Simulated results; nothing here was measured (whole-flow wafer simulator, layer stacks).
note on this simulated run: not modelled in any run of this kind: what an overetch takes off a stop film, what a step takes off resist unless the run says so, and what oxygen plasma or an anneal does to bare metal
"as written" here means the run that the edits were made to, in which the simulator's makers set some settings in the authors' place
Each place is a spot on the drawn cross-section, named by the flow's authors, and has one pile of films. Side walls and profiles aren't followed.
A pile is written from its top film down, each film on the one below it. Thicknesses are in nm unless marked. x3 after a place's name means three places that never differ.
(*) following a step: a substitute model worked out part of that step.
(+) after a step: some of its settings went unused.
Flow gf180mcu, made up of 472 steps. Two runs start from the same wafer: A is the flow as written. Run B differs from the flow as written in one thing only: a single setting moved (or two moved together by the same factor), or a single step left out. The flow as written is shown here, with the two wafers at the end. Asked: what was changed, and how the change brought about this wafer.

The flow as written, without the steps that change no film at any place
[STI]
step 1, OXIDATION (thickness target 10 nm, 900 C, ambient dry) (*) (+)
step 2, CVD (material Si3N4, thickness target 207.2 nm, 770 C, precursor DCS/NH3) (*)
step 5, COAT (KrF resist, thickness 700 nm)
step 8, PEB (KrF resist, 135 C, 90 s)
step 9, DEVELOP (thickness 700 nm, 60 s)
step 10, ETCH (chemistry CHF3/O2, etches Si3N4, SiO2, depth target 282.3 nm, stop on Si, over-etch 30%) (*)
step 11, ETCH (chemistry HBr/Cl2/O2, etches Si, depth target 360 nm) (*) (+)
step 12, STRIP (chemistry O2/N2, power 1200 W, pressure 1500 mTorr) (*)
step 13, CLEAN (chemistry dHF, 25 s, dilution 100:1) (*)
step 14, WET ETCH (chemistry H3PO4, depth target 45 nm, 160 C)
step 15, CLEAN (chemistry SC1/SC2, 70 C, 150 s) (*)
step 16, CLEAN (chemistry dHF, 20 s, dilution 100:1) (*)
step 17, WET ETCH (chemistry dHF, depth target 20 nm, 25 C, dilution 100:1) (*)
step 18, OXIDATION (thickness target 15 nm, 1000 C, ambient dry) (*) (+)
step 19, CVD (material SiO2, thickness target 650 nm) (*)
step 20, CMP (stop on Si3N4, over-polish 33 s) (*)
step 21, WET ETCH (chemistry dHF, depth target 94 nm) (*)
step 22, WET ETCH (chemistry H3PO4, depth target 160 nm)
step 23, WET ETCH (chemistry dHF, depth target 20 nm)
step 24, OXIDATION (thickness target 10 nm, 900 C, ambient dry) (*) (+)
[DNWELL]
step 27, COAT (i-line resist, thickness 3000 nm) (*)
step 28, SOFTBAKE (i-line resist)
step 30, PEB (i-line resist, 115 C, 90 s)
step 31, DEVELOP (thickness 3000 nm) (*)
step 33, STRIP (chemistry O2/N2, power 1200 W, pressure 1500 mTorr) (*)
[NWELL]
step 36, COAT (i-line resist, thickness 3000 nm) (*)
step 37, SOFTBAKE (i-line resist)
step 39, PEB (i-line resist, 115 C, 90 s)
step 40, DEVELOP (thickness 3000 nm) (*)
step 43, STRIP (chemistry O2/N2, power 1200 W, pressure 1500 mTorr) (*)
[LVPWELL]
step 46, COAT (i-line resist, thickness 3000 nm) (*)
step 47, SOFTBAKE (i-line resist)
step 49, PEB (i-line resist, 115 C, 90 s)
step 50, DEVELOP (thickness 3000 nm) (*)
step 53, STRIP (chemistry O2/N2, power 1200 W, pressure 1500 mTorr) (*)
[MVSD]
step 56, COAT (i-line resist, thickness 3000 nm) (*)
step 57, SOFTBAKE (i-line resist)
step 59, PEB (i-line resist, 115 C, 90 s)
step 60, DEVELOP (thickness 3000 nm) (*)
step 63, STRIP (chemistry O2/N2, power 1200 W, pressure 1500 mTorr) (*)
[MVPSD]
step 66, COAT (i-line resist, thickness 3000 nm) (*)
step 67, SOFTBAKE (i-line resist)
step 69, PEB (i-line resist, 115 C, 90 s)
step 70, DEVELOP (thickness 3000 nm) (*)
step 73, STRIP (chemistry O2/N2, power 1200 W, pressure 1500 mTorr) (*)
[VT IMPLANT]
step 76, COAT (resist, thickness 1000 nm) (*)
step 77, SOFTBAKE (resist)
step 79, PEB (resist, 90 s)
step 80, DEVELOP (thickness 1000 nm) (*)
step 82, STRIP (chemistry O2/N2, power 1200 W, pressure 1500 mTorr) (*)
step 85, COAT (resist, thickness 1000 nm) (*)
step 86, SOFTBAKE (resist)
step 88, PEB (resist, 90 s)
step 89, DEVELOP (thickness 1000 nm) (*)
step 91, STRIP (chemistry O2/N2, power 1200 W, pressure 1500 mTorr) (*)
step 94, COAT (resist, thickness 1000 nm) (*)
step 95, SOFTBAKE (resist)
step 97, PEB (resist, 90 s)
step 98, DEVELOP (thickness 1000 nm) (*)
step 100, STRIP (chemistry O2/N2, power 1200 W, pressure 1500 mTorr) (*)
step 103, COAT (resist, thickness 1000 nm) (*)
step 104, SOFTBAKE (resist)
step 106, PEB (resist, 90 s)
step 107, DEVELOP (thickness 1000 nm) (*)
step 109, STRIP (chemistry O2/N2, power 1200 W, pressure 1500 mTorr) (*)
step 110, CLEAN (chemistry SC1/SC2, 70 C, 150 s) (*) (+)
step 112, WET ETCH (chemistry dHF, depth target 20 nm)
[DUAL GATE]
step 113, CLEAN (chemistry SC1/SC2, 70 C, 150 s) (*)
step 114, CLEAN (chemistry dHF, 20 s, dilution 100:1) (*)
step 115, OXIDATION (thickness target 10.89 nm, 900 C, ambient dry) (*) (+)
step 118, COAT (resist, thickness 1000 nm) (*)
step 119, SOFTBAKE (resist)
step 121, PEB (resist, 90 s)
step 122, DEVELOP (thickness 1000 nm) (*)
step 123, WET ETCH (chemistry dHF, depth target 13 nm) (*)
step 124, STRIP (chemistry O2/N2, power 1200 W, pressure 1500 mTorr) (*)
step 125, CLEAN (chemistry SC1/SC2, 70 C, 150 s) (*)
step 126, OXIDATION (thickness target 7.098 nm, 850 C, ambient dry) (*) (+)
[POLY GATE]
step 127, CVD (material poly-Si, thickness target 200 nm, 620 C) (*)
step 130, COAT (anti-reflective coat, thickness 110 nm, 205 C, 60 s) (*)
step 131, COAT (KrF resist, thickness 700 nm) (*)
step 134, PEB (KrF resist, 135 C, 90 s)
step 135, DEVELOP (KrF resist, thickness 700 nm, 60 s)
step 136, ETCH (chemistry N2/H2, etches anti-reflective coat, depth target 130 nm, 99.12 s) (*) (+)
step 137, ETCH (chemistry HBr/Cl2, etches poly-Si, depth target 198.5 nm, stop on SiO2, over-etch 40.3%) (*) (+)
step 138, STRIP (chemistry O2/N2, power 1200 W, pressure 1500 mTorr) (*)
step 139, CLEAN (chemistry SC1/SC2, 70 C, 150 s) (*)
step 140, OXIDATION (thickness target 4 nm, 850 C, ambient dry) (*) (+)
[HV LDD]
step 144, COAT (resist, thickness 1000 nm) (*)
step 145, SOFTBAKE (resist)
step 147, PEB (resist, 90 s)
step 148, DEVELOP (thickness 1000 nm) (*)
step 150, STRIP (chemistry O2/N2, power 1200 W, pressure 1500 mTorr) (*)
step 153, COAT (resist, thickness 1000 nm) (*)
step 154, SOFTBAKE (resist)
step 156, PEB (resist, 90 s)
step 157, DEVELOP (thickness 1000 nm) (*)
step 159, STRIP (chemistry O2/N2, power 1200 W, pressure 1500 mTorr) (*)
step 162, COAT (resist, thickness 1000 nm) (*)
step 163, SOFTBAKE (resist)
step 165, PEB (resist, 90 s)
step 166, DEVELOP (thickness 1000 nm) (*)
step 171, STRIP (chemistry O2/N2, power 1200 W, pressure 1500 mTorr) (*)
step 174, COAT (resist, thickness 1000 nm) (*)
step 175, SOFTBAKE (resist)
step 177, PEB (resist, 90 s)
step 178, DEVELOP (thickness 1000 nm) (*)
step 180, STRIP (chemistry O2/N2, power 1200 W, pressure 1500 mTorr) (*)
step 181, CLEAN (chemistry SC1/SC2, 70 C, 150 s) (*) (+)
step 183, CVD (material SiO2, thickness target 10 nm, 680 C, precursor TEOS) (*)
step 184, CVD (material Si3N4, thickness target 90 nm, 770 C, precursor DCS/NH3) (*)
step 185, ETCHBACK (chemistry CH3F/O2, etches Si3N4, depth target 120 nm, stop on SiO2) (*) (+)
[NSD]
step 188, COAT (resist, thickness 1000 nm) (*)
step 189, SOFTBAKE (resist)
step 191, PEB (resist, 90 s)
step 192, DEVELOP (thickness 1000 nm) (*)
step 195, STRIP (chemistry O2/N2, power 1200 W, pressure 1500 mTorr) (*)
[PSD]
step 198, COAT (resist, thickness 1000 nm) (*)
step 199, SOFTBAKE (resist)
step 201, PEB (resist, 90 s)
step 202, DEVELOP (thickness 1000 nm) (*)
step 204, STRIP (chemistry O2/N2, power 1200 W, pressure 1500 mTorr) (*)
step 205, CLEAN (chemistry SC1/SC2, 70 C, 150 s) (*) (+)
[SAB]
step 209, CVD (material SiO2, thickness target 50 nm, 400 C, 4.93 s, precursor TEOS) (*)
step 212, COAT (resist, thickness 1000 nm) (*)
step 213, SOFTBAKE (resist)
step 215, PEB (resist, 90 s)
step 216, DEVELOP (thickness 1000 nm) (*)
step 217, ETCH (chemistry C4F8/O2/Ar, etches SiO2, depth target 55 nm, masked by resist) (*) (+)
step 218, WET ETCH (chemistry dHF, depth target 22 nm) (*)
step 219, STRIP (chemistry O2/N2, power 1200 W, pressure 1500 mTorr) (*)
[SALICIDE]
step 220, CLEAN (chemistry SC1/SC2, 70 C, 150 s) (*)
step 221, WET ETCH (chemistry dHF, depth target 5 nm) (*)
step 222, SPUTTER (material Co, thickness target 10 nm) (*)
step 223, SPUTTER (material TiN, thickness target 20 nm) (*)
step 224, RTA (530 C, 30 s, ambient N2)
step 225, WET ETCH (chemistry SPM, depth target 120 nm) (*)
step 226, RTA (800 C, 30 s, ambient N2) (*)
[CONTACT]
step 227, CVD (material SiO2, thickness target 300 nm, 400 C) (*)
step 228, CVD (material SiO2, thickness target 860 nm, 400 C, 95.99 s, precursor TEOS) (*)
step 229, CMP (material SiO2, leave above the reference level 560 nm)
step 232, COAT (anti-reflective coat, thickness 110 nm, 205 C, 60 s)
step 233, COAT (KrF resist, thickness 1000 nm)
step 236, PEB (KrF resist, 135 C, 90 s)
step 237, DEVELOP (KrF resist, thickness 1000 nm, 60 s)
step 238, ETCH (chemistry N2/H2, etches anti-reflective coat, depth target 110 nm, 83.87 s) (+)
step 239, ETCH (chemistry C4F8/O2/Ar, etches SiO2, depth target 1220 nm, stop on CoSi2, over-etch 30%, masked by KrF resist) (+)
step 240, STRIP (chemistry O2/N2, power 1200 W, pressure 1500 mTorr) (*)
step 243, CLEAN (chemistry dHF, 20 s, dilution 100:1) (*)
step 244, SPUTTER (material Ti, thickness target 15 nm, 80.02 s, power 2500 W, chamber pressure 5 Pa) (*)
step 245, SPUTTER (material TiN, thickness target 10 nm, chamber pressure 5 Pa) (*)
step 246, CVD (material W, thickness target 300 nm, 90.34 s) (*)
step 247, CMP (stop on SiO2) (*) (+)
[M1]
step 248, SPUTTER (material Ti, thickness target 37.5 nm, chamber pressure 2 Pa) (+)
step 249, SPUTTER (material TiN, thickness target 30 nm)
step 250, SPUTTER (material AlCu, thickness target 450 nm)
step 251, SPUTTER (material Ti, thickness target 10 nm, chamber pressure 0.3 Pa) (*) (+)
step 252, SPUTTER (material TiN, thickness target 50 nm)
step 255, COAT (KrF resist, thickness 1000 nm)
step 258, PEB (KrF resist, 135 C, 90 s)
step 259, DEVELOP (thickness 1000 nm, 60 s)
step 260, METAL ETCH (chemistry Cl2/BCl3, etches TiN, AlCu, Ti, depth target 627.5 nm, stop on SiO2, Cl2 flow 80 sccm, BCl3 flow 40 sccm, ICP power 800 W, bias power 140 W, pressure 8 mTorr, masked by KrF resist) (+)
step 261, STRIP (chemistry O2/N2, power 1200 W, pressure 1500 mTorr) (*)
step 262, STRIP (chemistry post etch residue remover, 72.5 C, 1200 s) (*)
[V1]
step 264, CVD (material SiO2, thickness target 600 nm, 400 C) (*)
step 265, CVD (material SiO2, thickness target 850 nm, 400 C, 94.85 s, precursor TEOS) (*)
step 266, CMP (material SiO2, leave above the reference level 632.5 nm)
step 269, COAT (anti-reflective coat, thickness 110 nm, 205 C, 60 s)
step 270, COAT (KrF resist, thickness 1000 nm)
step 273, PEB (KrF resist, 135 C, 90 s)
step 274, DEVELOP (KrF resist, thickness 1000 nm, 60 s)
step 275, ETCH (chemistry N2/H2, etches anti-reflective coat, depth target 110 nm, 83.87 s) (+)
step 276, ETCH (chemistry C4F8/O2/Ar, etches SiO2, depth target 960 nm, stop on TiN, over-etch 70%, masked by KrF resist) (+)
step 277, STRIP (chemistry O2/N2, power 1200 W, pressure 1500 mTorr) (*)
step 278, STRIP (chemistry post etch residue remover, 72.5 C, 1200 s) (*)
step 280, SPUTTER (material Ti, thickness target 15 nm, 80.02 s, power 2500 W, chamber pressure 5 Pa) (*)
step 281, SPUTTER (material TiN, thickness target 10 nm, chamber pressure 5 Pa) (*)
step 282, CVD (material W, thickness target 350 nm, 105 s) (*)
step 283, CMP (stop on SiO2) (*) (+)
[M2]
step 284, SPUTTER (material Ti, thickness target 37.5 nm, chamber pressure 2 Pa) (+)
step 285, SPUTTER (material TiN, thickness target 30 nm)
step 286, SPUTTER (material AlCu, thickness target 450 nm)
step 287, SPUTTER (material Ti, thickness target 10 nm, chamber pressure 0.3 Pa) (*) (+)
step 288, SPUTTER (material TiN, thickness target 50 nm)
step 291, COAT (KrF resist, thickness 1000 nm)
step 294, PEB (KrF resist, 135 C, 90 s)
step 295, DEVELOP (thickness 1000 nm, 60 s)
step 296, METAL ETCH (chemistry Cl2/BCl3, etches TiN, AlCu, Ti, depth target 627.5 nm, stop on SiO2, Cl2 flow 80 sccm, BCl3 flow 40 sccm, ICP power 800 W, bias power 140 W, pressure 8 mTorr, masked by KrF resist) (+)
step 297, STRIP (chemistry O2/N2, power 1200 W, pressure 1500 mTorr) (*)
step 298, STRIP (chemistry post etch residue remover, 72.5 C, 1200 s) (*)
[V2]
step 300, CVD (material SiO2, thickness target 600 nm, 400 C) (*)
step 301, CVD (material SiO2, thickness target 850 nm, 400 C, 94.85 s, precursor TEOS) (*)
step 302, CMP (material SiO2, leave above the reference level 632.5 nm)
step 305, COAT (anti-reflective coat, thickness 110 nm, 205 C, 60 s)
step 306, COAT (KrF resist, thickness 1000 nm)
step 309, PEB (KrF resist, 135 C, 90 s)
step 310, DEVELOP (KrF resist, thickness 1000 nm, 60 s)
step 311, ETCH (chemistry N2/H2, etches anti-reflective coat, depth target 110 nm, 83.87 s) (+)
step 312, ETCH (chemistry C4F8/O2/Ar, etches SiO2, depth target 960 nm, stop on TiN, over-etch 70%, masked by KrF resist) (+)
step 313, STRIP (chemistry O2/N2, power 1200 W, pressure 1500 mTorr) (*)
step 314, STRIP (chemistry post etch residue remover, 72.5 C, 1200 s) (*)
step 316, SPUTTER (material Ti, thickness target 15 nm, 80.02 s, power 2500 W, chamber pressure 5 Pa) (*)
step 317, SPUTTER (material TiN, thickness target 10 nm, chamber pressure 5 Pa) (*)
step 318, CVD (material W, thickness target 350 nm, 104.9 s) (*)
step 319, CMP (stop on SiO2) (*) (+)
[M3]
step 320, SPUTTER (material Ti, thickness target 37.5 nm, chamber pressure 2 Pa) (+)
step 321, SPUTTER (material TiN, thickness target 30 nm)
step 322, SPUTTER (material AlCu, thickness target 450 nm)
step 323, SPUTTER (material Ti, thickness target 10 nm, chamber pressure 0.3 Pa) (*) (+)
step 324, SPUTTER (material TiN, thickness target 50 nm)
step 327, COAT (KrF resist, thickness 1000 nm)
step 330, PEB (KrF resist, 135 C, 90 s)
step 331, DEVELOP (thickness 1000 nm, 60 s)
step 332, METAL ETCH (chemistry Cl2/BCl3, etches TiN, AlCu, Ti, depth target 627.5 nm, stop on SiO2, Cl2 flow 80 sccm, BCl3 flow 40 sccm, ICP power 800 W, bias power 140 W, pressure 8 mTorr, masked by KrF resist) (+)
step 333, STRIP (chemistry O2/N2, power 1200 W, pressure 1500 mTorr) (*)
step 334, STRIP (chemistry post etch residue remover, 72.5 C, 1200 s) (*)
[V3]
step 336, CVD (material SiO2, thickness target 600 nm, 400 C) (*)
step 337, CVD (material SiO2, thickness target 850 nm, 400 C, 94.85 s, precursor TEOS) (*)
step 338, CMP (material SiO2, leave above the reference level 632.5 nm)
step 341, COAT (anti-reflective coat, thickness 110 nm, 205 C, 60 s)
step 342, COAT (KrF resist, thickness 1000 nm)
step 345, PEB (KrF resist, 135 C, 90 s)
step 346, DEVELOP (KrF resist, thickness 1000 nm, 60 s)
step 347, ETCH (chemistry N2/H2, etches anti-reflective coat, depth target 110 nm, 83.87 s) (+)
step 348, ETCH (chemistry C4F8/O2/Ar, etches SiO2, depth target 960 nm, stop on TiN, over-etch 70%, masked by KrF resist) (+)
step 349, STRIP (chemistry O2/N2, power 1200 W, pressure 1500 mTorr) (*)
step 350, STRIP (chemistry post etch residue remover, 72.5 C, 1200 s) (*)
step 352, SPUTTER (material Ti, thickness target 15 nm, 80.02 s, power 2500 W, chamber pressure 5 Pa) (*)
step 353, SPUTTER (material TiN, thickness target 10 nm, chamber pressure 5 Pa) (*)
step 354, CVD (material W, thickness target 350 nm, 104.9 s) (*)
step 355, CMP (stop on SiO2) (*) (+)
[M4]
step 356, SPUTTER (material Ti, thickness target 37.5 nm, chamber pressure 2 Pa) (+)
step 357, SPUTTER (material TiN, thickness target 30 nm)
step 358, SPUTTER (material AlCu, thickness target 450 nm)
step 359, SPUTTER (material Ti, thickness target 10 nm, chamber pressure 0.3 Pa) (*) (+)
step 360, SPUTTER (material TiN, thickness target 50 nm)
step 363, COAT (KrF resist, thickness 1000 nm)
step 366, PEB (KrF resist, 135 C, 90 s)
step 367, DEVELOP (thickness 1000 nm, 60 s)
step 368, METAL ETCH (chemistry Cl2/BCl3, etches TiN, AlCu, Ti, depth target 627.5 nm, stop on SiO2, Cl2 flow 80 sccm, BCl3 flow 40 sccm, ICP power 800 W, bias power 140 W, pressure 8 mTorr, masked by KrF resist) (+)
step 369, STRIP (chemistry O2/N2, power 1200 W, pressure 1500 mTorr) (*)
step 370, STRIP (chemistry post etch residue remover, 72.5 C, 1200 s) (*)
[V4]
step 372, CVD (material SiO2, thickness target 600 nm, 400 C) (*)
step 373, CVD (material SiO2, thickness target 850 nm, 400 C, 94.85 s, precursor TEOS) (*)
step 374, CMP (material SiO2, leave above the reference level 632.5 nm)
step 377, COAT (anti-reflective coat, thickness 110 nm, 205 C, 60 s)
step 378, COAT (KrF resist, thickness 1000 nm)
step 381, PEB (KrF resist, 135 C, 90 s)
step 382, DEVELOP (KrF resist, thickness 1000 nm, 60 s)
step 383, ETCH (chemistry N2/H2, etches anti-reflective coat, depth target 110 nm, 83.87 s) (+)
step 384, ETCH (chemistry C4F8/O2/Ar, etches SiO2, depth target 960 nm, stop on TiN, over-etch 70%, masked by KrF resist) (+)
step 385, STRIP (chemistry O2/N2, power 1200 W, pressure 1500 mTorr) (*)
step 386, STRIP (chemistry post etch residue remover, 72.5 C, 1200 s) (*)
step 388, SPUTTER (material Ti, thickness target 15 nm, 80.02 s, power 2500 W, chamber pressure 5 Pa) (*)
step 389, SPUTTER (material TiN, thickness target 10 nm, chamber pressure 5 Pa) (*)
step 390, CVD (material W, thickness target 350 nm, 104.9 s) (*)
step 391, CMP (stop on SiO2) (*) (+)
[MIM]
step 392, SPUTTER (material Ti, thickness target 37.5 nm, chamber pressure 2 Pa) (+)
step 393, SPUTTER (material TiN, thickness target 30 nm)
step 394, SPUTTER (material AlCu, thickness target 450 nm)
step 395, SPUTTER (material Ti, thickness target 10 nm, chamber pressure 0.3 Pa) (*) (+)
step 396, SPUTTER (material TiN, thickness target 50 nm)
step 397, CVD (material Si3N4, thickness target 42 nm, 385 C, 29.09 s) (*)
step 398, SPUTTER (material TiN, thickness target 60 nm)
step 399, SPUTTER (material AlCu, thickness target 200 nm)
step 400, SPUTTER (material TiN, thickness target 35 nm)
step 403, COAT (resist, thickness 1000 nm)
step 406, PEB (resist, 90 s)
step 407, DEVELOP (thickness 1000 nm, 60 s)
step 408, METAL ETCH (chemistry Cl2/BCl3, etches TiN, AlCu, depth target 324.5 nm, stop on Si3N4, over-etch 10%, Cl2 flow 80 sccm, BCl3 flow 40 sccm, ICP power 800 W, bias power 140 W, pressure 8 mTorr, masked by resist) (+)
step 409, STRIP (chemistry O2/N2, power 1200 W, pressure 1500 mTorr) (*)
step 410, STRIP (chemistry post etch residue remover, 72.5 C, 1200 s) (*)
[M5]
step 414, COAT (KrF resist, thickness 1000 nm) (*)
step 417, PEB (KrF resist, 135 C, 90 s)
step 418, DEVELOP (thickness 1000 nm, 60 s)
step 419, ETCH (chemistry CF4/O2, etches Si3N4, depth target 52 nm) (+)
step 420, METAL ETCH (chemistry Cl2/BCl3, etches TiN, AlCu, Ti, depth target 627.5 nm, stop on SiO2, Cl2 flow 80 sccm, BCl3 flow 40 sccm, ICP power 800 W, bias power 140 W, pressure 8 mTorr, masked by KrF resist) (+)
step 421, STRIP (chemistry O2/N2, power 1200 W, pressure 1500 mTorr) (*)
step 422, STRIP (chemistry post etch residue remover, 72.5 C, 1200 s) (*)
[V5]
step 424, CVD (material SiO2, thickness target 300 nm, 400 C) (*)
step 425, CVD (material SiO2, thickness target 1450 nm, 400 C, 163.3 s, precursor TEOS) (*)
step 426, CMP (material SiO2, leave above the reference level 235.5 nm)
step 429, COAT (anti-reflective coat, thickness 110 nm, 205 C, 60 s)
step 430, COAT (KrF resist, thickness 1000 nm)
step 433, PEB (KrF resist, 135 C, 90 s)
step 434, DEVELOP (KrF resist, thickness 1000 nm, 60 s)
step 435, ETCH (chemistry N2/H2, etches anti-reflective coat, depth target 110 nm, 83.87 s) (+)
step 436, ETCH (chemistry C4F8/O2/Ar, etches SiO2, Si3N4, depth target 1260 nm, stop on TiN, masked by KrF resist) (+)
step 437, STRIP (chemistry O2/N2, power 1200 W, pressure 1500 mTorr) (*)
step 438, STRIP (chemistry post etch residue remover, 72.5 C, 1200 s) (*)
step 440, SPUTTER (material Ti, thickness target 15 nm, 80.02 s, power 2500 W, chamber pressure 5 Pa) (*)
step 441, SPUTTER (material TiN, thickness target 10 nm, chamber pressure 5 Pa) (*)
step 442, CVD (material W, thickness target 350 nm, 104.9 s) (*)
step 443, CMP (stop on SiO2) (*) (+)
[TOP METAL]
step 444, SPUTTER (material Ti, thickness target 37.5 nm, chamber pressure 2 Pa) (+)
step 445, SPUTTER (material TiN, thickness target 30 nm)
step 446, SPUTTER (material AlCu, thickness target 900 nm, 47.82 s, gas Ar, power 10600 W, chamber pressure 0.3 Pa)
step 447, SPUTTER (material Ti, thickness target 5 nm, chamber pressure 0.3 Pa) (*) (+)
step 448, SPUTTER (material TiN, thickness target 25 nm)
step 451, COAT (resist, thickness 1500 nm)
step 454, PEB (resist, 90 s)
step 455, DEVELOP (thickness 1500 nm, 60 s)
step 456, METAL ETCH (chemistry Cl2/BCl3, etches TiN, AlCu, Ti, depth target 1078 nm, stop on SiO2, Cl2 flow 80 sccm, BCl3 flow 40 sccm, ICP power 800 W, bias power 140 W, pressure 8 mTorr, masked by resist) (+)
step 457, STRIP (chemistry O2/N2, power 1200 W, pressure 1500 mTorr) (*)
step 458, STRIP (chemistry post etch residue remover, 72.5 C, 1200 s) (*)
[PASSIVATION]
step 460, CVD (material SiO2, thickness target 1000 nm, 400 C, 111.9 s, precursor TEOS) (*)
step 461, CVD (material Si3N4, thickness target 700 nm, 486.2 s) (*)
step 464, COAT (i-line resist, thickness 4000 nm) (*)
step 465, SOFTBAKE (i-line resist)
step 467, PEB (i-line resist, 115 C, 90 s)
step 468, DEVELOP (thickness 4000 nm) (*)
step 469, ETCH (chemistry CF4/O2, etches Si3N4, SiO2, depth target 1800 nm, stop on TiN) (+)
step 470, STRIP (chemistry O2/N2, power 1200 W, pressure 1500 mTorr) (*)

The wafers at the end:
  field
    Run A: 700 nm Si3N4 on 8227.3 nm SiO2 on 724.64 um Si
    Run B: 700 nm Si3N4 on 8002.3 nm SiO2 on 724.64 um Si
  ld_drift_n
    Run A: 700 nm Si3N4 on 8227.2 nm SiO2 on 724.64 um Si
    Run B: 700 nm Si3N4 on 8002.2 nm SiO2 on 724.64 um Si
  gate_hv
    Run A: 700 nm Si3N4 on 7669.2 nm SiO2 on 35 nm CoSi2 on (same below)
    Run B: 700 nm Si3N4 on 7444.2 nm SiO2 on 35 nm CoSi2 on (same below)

Cause: step 322, SPUTTER: thickness target 225 nm was run, whereas the flow has thickness target 450 nm.

How this came from the change, step by step:
  step 322, SPUTTER (material AlCu, thickness target 450 nm)
      field, field__w1, field__w2 and 108 more: A +450 AlCu (new film) | B +225 AlCu (new film)
  step 332, METAL ETCH (chemistry Cl2/BCl3, etches TiN, AlCu, Ti, depth target 627.5 nm, stop on SiO2, Cl2 flow 80 sccm, BCl3 flow 40 sccm, ICP power 800 W, bias power 140 W, pressure 8 mTorr, masked by KrF resist) (+)
      field, field__w1, field__w2 and 103 more: A -50 TiN (all of it), -10 Ti (all of it), -450 AlCu (all of it), -30 TiN (all of it), -37.5 Ti (all of it) | B -50 TiN (all of it), -10 Ti (all of it), -225 AlCu (all of it), -30 TiN (all of it), -37.5 Ti (all of it)
      field__w8, contact, m1, m1__w1, m1_nw: A -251 KrF resist | B -211.5 KrF resist
  step 333, STRIP (chemistry O2/N2, power 1200 W, pressure 1500 mTorr) (*)
      field__w8, contact, m1, m1__w1, m1_nw: A -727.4 KrF resist (all of it) | B -766.9 KrF resist (all of it)
  step 338, CMP (material SiO2, leave above the reference level 632.5 nm)
      field, field__w1, field__w2 and 103 more: A -300 SiO2 | B -525 SiO2
